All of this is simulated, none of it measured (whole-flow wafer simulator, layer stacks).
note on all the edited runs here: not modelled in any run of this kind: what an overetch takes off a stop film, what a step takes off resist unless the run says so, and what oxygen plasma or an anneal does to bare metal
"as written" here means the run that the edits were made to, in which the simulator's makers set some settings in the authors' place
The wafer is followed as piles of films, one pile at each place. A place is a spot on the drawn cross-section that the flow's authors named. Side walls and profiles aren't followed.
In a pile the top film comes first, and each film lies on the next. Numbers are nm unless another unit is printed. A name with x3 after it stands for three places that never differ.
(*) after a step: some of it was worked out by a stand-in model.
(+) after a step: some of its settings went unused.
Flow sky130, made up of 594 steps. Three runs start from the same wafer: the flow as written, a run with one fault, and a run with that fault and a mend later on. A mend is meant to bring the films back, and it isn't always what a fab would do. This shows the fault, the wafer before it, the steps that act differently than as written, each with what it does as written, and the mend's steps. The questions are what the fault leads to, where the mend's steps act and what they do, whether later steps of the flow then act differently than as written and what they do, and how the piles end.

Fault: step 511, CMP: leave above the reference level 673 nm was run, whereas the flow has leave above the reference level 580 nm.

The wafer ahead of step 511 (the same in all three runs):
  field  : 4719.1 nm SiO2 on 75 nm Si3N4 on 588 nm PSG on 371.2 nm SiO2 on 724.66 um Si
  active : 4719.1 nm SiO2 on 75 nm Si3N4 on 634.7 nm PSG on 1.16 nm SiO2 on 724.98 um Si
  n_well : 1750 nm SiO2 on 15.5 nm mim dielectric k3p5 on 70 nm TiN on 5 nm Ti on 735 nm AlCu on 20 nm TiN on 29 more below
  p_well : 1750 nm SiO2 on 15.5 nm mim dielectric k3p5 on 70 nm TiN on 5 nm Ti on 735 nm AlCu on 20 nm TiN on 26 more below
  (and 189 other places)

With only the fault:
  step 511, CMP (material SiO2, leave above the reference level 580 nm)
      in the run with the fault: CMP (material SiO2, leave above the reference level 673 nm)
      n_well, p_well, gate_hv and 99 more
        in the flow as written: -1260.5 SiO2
        in the run with the fault: -1167.5 SiO2
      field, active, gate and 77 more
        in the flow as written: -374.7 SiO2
        in the run with the fault: -281.7 SiO2
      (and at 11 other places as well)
  Steps further on in the flow that do not act as written:
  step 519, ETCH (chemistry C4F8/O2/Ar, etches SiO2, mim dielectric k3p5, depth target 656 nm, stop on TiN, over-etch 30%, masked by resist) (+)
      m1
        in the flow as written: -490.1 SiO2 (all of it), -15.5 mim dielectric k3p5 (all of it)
        in the run with the fault: -583.1 SiO2 (all of it), -15.5 mim dielectric k3p5 (all of it)
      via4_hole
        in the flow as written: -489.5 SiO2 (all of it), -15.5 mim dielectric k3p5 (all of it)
        in the run with the fault: -582.5 SiO2 (all of it), -15.5 mim dielectric k3p5 (all of it)
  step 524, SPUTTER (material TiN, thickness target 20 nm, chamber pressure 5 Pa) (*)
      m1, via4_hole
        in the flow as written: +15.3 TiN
        in the run with the fault: +14.7 TiN
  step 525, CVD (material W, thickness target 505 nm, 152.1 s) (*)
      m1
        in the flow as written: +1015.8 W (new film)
        in the run with the fault: +1109.4 W (new film)
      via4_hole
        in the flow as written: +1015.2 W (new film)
        in the run with the fault: +1108.7 W (new film)
  By the end, the piles at field, active, n_well and 190 more depart from the flow's by more than 2% or 0.5 nm, whichever is larger.
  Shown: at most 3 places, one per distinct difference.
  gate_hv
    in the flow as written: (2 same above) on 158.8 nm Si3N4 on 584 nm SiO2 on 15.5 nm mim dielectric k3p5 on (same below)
    in the run with the fault: (2 same above) on 158.8 nm Si3N4 on 677 nm SiO2 on 15.5 nm mim dielectric k3p5 on (same below)
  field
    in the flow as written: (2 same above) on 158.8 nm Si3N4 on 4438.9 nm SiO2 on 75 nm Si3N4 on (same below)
    in the run with the fault: (2 same above) on 158.8 nm Si3N4 on 4531.9 nm SiO2 on 75 nm Si3N4 on (same below)
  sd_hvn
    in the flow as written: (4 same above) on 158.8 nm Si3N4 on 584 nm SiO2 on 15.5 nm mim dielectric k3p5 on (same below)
    in the run with the fault: (4 same above) on 158.8 nm Si3N4 on 677 nm SiO2 on 15.5 nm mim dielectric k3p5 on (same below)

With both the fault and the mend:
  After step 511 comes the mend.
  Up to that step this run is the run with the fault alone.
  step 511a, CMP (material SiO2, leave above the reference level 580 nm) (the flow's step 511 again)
      field, active, n_well and 190 more
        -93 SiO2
  Every later step of the flow that is run acts as written at every place that is followed.
  At every place that both follow, the piles at the end match the flow's.
